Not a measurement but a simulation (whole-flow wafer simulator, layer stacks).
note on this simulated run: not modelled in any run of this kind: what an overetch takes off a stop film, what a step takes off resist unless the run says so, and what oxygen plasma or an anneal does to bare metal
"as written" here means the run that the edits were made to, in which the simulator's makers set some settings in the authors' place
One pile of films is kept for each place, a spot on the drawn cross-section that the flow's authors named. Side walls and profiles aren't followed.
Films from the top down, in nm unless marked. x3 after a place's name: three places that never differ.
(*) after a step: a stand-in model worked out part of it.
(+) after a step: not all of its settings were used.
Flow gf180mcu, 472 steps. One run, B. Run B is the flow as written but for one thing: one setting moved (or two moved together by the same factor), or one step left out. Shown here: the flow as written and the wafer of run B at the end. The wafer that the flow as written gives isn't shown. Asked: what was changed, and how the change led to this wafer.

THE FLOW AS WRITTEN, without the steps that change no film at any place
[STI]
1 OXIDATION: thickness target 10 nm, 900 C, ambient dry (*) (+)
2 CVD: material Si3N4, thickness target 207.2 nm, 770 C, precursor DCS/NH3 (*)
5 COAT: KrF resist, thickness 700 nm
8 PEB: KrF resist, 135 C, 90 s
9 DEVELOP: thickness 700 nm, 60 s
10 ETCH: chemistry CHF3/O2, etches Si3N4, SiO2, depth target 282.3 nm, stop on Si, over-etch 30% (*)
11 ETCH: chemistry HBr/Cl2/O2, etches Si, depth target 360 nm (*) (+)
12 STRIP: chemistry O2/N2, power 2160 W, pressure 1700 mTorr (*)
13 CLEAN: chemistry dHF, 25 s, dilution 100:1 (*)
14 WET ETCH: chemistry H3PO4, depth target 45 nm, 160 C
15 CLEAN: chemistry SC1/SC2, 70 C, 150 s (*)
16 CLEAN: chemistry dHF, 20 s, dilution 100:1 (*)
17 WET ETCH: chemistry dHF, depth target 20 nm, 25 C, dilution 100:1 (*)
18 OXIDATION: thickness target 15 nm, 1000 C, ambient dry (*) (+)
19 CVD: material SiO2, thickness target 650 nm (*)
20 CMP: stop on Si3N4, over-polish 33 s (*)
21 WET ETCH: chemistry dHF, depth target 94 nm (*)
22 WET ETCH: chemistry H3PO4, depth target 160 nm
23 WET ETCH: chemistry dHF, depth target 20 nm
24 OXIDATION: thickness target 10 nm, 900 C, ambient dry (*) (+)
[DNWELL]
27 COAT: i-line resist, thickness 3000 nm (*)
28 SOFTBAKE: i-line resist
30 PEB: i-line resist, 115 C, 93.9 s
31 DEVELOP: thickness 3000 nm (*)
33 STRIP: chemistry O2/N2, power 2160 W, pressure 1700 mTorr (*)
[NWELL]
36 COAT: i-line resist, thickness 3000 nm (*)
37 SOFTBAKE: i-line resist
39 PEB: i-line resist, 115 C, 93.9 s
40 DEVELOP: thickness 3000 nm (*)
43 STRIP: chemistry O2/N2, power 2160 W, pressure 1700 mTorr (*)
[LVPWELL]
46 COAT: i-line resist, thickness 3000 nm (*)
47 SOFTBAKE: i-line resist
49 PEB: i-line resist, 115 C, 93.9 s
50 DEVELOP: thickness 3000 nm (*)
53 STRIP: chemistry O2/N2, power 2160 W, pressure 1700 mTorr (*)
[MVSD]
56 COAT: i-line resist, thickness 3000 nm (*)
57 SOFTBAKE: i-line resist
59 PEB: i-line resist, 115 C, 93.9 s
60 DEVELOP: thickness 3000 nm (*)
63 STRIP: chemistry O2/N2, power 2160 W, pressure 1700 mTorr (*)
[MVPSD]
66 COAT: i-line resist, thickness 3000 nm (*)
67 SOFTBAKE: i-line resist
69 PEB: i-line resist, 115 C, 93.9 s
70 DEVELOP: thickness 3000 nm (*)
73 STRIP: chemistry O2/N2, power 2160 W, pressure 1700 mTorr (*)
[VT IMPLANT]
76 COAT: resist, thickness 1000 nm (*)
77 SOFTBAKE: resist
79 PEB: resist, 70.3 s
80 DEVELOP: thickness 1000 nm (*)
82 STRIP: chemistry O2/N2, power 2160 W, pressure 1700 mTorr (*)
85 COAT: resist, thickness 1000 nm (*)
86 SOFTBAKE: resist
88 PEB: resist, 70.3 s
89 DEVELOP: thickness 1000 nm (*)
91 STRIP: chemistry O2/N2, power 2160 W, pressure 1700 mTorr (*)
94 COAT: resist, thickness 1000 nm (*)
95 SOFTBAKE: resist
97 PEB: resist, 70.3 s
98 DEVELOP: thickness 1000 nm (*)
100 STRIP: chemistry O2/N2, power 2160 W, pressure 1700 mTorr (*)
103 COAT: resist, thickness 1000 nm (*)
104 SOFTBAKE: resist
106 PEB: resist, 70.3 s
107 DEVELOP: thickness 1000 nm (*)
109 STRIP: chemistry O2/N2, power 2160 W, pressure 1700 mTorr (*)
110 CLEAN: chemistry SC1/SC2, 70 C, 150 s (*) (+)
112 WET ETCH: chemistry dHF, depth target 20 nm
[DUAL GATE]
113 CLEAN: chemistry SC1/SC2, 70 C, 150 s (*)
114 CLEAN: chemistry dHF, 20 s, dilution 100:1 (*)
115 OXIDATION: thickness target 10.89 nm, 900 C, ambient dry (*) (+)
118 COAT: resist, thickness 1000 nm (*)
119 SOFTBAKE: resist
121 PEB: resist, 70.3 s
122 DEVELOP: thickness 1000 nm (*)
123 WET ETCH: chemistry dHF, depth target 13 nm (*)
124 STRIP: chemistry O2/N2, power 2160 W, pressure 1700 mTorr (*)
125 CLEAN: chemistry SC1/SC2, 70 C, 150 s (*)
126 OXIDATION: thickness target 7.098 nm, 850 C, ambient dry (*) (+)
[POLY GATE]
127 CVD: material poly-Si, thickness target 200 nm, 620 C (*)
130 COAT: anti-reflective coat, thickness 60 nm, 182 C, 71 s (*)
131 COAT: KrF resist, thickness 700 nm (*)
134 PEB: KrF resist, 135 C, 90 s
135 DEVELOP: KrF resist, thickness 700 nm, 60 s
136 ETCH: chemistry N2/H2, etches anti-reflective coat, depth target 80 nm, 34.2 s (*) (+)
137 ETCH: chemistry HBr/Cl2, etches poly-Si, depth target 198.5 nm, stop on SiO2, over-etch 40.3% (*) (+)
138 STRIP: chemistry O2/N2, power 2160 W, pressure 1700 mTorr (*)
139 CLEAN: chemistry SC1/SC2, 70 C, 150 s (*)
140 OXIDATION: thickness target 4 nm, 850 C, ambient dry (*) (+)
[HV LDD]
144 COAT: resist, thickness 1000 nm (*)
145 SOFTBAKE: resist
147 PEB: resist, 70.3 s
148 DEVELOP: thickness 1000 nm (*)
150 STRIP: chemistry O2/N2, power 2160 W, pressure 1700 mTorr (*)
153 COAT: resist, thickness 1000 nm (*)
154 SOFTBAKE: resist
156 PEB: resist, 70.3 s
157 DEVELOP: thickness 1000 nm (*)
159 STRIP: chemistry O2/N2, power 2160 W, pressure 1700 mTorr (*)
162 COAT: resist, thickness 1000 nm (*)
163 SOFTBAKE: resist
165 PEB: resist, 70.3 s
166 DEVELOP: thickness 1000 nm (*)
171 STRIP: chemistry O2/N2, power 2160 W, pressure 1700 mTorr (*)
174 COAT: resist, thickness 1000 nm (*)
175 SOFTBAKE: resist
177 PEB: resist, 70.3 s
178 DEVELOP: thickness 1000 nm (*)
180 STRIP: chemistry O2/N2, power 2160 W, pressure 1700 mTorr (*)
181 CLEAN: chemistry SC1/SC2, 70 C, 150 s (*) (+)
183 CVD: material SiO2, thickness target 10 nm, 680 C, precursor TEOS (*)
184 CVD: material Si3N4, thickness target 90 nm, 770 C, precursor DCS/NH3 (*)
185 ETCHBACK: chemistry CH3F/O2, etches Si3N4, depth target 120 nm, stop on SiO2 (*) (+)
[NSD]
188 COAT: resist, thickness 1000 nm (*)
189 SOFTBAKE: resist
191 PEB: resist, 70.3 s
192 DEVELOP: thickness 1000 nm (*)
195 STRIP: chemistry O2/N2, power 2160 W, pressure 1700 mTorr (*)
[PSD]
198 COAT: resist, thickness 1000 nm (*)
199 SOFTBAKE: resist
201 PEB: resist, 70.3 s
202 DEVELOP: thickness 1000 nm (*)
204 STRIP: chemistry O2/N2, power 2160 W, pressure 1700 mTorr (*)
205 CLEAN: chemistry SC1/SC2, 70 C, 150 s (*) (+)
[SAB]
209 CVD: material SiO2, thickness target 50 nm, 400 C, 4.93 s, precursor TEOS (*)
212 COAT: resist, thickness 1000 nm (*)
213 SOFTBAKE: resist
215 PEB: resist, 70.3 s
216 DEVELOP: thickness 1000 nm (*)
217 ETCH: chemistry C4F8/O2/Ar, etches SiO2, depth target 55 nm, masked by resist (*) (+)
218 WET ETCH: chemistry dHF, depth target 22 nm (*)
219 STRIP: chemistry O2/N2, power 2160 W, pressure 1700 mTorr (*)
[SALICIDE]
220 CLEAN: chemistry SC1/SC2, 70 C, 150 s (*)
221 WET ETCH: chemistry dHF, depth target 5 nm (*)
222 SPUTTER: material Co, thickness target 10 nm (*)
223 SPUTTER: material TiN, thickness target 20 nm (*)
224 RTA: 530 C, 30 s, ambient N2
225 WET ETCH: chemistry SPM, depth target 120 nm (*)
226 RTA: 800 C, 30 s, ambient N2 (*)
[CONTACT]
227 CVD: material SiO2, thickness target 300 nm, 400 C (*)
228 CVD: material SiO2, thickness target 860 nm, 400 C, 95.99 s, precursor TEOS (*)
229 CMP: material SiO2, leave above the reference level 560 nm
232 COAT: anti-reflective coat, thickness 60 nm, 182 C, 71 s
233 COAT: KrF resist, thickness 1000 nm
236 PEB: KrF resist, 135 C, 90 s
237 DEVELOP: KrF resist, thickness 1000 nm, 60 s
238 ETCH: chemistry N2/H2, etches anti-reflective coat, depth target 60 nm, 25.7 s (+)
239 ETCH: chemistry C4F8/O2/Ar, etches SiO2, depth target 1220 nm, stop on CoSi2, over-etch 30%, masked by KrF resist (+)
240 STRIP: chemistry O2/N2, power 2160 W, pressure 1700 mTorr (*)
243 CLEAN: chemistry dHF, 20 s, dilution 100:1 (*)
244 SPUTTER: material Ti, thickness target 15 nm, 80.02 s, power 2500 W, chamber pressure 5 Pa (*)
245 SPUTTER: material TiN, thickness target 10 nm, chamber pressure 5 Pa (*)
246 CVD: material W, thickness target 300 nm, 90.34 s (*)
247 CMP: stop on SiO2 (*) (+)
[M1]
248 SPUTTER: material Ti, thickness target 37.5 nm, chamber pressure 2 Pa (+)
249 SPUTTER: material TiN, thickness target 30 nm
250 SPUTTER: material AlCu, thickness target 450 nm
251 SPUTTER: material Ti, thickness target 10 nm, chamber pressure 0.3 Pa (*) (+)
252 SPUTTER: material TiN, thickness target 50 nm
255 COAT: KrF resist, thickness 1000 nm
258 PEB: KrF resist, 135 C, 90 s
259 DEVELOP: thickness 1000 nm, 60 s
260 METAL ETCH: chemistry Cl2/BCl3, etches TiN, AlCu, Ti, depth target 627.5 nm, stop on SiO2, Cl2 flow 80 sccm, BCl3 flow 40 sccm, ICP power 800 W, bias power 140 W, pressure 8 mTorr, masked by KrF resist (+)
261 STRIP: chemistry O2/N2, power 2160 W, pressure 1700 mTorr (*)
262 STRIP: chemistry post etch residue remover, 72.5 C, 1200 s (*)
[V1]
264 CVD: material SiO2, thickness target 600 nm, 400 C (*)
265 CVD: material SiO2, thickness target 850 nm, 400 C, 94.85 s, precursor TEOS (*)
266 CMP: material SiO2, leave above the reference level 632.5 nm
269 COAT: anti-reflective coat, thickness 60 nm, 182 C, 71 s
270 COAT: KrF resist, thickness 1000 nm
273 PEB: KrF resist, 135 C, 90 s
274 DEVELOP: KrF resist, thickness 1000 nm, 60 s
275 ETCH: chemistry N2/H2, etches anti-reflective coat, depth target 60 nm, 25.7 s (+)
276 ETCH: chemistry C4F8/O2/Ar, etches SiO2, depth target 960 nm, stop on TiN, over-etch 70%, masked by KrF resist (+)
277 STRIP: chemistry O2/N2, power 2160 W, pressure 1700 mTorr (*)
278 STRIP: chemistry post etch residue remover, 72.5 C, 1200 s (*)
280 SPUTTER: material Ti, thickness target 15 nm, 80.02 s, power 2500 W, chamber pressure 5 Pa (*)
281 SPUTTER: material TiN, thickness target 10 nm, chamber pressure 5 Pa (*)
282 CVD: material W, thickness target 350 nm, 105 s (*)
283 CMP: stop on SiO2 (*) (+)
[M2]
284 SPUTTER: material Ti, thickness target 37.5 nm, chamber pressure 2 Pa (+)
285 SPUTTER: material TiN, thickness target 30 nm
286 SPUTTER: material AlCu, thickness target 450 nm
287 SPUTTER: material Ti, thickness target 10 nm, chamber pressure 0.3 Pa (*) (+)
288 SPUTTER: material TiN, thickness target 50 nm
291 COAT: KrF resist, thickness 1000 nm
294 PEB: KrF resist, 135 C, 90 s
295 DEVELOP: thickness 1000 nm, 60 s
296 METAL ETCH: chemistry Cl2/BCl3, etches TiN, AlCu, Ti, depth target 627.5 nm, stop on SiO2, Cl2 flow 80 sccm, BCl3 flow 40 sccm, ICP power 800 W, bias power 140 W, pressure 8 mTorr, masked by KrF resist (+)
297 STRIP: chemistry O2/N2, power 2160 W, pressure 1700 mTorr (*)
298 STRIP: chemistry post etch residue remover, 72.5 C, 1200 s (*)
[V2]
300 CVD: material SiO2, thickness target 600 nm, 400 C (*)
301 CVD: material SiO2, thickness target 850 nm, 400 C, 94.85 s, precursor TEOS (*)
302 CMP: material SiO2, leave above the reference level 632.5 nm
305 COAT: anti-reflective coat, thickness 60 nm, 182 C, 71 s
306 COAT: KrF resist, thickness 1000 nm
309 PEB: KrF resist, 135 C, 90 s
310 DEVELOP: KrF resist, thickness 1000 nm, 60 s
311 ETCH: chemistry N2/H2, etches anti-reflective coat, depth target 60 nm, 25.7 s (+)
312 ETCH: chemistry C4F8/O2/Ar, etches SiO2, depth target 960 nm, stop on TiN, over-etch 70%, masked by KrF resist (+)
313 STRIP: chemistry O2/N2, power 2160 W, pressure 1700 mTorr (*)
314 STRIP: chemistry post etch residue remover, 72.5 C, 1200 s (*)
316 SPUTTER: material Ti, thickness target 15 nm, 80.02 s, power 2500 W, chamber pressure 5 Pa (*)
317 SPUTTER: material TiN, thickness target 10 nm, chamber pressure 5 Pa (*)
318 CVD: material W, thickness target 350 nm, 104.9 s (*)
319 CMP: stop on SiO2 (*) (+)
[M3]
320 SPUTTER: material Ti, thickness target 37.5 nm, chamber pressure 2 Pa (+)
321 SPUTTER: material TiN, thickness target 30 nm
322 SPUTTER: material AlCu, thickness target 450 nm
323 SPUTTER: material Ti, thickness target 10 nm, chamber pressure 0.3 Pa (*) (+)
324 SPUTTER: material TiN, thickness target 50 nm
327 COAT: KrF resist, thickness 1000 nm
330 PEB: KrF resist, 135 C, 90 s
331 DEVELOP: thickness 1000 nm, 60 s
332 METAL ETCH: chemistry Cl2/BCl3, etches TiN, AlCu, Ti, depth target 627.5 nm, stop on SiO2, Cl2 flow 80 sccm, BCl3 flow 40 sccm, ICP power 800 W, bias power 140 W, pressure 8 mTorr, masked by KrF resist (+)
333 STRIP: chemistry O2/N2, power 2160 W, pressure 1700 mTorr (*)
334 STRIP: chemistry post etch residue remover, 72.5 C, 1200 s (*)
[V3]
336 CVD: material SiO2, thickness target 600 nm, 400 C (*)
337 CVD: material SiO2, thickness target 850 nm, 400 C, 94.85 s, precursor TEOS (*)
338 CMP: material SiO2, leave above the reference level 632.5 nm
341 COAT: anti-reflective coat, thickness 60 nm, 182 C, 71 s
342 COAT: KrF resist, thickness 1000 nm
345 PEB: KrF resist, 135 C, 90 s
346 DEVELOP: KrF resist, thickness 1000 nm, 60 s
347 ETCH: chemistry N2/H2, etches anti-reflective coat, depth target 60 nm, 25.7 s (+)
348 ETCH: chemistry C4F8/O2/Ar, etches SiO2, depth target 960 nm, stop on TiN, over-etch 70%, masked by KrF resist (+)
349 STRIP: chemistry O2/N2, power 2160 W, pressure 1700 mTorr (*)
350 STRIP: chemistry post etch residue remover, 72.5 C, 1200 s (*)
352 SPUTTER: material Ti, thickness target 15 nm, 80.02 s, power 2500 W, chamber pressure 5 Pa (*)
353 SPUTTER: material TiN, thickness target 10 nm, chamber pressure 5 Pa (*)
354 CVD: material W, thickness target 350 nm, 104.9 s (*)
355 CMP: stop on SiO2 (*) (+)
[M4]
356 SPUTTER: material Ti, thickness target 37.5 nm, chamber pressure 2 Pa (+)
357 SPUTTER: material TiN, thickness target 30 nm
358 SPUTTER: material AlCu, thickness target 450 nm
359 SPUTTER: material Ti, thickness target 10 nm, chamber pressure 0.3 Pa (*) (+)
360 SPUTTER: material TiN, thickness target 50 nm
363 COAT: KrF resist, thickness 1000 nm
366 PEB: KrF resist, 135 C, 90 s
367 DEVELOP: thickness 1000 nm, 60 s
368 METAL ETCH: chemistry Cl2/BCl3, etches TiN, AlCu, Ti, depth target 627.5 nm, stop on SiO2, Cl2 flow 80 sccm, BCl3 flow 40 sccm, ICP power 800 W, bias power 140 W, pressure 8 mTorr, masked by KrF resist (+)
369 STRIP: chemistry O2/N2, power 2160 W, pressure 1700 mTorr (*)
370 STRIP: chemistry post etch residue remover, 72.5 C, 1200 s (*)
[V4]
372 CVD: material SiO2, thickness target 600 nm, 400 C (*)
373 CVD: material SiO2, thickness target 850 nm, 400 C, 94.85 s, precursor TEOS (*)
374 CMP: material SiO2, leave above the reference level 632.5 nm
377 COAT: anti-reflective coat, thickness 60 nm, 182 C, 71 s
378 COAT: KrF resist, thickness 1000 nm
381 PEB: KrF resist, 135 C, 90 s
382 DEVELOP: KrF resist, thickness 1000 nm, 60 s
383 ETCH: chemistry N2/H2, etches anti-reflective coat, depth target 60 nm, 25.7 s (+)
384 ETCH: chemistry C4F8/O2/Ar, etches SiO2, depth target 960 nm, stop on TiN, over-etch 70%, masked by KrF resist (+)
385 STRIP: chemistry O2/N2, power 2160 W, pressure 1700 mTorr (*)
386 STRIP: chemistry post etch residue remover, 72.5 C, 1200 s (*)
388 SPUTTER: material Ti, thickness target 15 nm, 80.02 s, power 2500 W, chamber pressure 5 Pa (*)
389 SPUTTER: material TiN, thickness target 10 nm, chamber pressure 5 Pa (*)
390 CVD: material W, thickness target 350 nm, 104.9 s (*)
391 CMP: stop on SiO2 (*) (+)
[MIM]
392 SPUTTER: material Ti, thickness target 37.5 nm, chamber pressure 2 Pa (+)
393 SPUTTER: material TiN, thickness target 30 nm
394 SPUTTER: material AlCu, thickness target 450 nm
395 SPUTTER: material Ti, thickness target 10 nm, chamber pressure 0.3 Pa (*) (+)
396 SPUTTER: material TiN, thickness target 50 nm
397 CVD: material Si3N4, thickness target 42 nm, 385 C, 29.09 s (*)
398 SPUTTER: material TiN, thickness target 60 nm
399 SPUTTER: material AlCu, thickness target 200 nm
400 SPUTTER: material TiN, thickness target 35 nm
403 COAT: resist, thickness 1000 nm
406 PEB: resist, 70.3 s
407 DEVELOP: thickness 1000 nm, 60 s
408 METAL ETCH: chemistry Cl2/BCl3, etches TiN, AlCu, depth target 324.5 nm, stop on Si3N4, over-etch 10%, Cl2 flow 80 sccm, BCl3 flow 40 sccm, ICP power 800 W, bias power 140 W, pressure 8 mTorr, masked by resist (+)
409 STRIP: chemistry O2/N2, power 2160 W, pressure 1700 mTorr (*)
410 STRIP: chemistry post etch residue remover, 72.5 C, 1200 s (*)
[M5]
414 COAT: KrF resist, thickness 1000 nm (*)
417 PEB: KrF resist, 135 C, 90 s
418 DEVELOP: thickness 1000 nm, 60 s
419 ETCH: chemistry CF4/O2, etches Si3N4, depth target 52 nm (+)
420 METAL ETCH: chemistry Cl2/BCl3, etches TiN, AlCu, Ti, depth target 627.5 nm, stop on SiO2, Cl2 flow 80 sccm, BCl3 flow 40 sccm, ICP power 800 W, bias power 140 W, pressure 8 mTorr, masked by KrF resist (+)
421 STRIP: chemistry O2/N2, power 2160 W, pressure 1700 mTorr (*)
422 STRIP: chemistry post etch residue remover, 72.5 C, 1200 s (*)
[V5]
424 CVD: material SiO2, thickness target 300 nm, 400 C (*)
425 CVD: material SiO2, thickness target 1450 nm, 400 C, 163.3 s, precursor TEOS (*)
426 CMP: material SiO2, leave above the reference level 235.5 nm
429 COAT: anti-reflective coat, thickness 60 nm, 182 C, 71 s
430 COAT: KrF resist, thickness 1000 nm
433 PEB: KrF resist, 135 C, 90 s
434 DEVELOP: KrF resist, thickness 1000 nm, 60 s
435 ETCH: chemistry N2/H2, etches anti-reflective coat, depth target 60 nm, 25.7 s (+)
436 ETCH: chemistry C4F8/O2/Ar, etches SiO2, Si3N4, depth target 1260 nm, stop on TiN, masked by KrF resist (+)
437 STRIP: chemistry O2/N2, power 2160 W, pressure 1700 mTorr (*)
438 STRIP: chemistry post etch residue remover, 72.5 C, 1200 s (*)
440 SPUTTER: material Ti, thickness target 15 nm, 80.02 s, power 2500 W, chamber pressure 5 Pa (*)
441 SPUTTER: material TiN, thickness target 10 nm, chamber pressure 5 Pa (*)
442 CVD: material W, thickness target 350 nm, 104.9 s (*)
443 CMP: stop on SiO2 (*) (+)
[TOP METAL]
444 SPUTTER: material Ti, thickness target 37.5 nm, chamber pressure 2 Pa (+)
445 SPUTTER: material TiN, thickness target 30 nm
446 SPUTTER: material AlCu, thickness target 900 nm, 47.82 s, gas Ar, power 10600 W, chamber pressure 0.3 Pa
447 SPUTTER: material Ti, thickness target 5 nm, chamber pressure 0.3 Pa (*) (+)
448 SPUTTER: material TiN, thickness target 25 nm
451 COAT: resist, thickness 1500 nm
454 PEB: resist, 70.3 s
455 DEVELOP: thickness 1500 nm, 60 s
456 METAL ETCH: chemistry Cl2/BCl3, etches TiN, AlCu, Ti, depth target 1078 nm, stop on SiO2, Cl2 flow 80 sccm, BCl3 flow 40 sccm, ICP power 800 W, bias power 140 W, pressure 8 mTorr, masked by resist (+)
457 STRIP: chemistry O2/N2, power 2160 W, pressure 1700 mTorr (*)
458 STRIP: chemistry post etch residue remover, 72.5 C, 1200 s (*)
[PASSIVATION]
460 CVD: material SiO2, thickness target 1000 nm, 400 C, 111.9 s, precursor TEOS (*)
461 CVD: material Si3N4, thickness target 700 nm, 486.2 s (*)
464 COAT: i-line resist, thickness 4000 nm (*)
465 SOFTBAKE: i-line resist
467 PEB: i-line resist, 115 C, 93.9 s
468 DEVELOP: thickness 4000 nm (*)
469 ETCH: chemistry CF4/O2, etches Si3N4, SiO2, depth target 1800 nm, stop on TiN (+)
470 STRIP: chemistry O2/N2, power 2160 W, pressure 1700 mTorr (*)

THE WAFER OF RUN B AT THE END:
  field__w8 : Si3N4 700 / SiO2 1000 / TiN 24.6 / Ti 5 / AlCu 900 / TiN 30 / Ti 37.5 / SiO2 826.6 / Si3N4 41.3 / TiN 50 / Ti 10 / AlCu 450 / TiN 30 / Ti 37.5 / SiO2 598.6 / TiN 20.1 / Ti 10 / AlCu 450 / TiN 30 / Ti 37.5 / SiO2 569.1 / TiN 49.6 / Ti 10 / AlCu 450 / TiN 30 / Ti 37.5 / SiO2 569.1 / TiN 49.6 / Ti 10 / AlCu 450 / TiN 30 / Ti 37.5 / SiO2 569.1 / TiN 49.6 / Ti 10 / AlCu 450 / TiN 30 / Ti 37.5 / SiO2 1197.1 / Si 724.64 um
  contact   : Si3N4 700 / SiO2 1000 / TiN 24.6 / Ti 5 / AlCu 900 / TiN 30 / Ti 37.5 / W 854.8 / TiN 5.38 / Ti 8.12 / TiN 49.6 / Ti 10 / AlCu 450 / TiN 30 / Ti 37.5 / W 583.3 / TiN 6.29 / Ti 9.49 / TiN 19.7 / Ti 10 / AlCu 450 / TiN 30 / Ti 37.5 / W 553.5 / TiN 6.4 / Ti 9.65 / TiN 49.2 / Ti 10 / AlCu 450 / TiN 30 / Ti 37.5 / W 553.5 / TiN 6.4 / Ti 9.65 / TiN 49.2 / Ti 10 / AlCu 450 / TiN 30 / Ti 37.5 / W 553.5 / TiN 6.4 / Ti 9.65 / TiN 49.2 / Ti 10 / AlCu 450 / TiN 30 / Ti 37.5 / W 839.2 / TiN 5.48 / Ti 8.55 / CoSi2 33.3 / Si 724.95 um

The cause: step 360, SPUTTER: thickness target 20.5 nm was run, where the flow has thickness target 50 nm.

How the change led to this, step by step:
  360 SPUTTER: material TiN, thickness target 50 nm
      field, field__w1, field__w2 and 108 more: TiN +20.5 (new film) (as written it would be: TiN +50 (new film))
  368 METAL ETCH: chemistry Cl2/BCl3, etches TiN, AlCu, Ti, depth target 627.5 nm, stop on SiO2, Cl2 flow 80 sccm, BCl3 flow 40 sccm, ICP power 800 W, bias power 140 W, pressure 8 mTorr, masked by KrF resist (+)
      field, field__w1, field__w2 and 103 more: TiN -20.5 (all of it), Ti -10 (all of it), AlCu -450 (all of it), TiN -30 (all of it), Ti -37.5 (all of it) (as written it would be: TiN -50 (all of it), Ti -10 (all of it), AlCu -450 (all of it), TiN -30 (all of it), Ti -37.5 (all of it))
  374 CMP: material SiO2, leave above the reference level 632.5 nm
      field__w8, contact, m1, m1__w1, m1_nw: SiO2 -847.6 (as written it would be: SiO2 -877.1)
  384 ETCH: chemistry C4F8/O2/Ar, etches SiO2, depth target 960 nm, stop on TiN, over-etch 70%, masked by KrF resist (+)
      contact: SiO2 -602 (all of it) (as written it would be: SiO2 -572.5 (all of it))
  390 CVD: material W, thickness target 350 nm, 104.9 s (*)
      contact: W +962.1 (new film) (as written it would be: W +932.3 (new film))
